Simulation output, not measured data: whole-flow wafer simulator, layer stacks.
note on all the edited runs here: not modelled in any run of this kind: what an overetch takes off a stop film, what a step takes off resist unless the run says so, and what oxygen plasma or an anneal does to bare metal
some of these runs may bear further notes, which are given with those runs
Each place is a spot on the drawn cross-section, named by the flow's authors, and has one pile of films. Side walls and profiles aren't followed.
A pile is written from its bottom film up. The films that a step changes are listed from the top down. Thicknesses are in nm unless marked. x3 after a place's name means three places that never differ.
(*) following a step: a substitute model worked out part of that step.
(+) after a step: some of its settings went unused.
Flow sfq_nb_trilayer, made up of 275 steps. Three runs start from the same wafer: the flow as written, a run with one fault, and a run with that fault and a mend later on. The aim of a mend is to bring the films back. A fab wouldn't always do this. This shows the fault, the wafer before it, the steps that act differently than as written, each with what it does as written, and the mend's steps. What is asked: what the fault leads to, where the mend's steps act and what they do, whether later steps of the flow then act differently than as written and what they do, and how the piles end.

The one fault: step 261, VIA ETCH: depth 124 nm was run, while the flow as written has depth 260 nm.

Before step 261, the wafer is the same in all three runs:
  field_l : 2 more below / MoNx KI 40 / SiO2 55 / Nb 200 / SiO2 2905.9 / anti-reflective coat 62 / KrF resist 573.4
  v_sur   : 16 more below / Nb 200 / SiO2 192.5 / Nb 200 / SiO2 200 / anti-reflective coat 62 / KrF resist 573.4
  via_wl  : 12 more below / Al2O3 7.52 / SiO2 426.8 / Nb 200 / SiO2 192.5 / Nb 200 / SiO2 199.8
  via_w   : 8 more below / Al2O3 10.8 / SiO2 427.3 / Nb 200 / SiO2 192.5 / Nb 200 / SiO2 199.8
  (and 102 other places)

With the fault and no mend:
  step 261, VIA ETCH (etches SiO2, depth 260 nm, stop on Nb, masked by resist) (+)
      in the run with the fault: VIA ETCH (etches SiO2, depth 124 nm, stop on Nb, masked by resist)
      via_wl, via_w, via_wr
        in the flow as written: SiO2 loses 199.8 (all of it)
        in the run with the fault: SiO2 loses 124
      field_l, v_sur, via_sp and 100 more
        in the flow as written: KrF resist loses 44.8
        in the run with the fault: KrF resist loses 21.4
  Steps later in the flow that act otherwise than as written (2 more steps, not shown, differ only slightly: by at most 2% or 0.5 nm, whichever is larger):
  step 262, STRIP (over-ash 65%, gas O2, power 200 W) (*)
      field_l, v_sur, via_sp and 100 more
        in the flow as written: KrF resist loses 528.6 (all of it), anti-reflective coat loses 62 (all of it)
        in the run with the fault: KrF resist loses 552.1 (all of it), anti-reflective coat loses 62 (all of it)
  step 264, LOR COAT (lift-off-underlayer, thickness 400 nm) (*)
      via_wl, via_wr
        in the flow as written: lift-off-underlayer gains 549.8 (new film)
        in the run with the fault: lift-off-underlayer gains 493 (new film)
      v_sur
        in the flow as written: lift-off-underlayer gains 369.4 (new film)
        in the run with the fault: lift-off-underlayer gains 381 (new film)
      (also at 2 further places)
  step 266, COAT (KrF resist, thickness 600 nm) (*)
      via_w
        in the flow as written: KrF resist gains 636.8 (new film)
        in the run with the fault: KrF resist gains 622.8 (new film)
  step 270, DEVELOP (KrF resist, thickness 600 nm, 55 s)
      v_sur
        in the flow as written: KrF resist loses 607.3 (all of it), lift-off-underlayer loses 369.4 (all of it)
        in the run with the fault: KrF resist loses 604.1 (all of it), lift-off-underlayer loses 381 (all of it)
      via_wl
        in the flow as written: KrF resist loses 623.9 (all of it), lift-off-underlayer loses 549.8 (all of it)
        in the run with the fault: KrF resist loses 614.3 (all of it), lift-off-underlayer loses 493 (all of it)
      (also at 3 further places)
  At via_wl, via_w, via_wr, the piles at the end differ from the flow's by more than 2% or 0.5 nm, whichever is larger.
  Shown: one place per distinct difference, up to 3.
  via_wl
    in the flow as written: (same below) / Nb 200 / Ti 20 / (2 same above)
    in the run with the fault: (same below) / Nb 200 / SiO2 75.8 / Ti 20 / (2 same above)

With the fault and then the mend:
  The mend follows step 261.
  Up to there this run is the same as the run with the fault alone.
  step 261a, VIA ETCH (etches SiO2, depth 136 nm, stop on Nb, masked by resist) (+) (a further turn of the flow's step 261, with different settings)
      field_l, v_sur, via_sp and 100 more
        KrF resist loses 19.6
      via_wl, via_w, via_wr
        SiO2 loses 75.8 (all of it)
  Every later step of the flow that is run acts as written, at every place that is followed, to within 2% or 0.5 nm, whichever is larger.
  The piles end the same as the flow's at every place that both follow.
